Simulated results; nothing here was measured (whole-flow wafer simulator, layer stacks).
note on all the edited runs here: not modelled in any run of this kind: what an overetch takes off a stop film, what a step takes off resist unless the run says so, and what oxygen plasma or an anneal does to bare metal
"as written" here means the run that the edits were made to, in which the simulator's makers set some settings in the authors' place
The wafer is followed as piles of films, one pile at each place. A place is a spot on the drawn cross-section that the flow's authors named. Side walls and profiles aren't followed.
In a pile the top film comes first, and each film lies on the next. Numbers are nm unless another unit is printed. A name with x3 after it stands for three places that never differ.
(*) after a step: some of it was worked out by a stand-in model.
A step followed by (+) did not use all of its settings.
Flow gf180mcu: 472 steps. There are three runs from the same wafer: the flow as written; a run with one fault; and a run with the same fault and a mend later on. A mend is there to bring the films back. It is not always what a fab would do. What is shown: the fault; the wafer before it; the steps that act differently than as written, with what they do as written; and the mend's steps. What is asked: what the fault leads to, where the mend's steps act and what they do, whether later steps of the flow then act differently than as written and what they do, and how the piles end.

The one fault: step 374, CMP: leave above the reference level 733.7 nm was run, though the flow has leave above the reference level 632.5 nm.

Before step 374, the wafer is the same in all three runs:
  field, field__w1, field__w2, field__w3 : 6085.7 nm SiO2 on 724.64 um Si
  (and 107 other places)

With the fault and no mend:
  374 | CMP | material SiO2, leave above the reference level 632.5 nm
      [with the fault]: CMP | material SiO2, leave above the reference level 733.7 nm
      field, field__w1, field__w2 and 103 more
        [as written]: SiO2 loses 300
        [with the fault]: SiO2 loses 198.8
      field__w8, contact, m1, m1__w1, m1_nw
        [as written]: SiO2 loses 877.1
        [with the fault]: SiO2 loses 775.9
  Steps later in the flow that act otherwise than as written (1 more step, not shown, differs only slightly: by at most 2% or 0.5 nm, whichever is larger):
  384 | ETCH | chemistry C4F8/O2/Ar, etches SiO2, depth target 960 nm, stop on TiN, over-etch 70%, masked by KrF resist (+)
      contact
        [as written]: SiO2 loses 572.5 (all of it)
        [with the fault]: SiO2 loses 673.7 (all of it)
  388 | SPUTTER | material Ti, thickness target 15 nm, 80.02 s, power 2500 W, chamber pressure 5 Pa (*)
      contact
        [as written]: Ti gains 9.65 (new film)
        [with the fault]: Ti gains 9.1 (new film)
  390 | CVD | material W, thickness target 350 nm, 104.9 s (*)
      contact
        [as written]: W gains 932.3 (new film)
        [with the fault]: W gains 1034.4 (new film)
  At field__w8, contact, m1, m1__w1, m1_nw, the piles at the end differ from the flow's by more than 2% or 0.5 nm, whichever is larger.
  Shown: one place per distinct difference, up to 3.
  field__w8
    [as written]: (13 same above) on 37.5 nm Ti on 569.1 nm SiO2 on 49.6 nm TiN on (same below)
    [with the fault]: (13 same above) on 37.5 nm Ti on 670.3 nm SiO2 on 49.6 nm TiN on (same below)
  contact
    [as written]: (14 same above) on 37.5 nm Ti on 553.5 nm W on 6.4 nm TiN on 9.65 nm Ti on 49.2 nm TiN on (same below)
    [with the fault]: (14 same above) on 37.5 nm Ti on 655.6 nm W on 6.04 nm TiN on 9.1 nm Ti on 49.2 nm TiN on (same below)

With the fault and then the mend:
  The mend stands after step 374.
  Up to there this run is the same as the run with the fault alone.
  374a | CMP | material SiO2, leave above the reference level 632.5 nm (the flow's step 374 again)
      field, field__w1, field__w2 and 108 more
        SiO2 loses 101.2
  Later steps of the flow that are run all act as written at every place that is followed.
  At every place that both follow, the piles at the end match the flow's.
